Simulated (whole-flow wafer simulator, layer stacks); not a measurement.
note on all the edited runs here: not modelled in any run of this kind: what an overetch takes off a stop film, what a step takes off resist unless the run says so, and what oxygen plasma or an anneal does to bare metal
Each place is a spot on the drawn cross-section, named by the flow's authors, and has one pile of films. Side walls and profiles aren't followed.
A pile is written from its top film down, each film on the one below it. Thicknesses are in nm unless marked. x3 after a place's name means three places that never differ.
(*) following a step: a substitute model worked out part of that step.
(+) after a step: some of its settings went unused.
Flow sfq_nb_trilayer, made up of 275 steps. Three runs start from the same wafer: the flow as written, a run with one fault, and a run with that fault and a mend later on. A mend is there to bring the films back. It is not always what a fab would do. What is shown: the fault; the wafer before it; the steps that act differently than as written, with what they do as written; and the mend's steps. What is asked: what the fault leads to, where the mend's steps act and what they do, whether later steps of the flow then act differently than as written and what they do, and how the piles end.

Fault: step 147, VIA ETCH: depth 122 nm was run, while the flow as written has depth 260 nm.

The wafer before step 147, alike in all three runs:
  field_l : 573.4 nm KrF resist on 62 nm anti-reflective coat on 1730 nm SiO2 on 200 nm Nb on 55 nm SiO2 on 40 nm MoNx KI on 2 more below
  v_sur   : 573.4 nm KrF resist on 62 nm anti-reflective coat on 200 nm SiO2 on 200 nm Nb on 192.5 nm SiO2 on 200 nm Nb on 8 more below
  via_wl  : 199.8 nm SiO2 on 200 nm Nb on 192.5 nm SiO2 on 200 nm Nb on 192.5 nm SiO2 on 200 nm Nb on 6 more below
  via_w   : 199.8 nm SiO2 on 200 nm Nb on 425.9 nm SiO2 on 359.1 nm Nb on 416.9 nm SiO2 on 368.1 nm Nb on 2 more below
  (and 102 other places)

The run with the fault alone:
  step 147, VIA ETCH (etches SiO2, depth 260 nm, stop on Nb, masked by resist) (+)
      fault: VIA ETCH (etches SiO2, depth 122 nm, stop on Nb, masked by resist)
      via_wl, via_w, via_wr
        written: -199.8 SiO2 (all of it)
        fault: -122 SiO2
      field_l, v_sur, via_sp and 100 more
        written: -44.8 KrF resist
        fault: -21 KrF resist
  Steps further on in the flow that do not act as written (not shown: 4 more steps that differ only slightly, by at most 2% or 0.5 nm, whichever is larger):
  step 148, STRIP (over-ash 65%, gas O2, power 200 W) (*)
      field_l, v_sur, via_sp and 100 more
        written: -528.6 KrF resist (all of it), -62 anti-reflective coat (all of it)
        fault: -552.4 KrF resist (all of it), -62 anti-reflective coat (all of it)
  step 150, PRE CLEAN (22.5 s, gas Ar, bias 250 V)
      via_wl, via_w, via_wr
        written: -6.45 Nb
        fault: -7.5 SiO2
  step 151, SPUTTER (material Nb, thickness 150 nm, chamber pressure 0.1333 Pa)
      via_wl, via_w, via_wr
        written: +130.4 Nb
        fault: +139.4 Nb (new film)
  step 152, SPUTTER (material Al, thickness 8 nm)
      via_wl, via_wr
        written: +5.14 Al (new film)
        fault: +6.06 Al (new film)
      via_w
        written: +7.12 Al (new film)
        fault: +7.8 Al (new film)
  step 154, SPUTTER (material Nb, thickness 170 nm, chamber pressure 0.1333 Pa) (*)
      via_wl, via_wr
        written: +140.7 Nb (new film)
        fault: +124.1 Nb (new film)
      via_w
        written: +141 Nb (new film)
        fault: +166.1 Nb (new film)
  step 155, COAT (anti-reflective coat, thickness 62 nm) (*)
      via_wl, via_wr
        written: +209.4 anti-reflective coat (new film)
        fault: +183.6 anti-reflective coat (new film)
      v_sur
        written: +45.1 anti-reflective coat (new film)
        fault: +48.8 anti-reflective coat (new film)
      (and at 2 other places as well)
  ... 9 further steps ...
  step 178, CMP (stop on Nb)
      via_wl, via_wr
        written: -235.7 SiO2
        fault: -321.2 SiO2
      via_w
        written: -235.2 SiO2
        fault: -320.8 SiO2
  By the end, the piles at via_wl, via_w, via_wr depart from the flow's by more than 2% or 0.5 nm, whichever is larger.
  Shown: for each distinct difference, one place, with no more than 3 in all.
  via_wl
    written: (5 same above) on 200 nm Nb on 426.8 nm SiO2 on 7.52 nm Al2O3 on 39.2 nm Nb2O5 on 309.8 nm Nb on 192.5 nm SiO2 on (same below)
    fault: (5 same above) on 200 nm Nb on 341.3 nm SiO2 on 9.04 nm Al2O3 on 36.5 nm Nb2O5 on 126.3 nm Nb on 70.3 nm SiO2 on 200 nm Nb on 192.5 nm SiO2 on (same below)
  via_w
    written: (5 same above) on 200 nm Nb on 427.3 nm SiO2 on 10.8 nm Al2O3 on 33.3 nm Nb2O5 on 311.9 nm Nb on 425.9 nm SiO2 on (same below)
    fault: (5 same above) on 200 nm Nb on 341.7 nm SiO2 on 12.3 nm Al2O3 on 30.7 nm Nb2O5 on 128.3 nm Nb on 70.3 nm SiO2 on 200 nm Nb on 425.9 nm SiO2 on (same below)

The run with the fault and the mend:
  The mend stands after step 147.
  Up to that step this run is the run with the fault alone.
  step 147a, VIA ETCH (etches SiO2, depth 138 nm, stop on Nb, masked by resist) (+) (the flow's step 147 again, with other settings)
      field_l, v_sur, via_sp and 100 more
        -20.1 KrF resist
      via_wl, via_w, via_wr
        -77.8 SiO2 (all of it)
  Later steps of the flow that are run all act as written at every place that is followed, up to a difference of at most 2% or 0.5 nm, whichever is larger.
  By the end, the piles equal the flow's at every place that both follow.
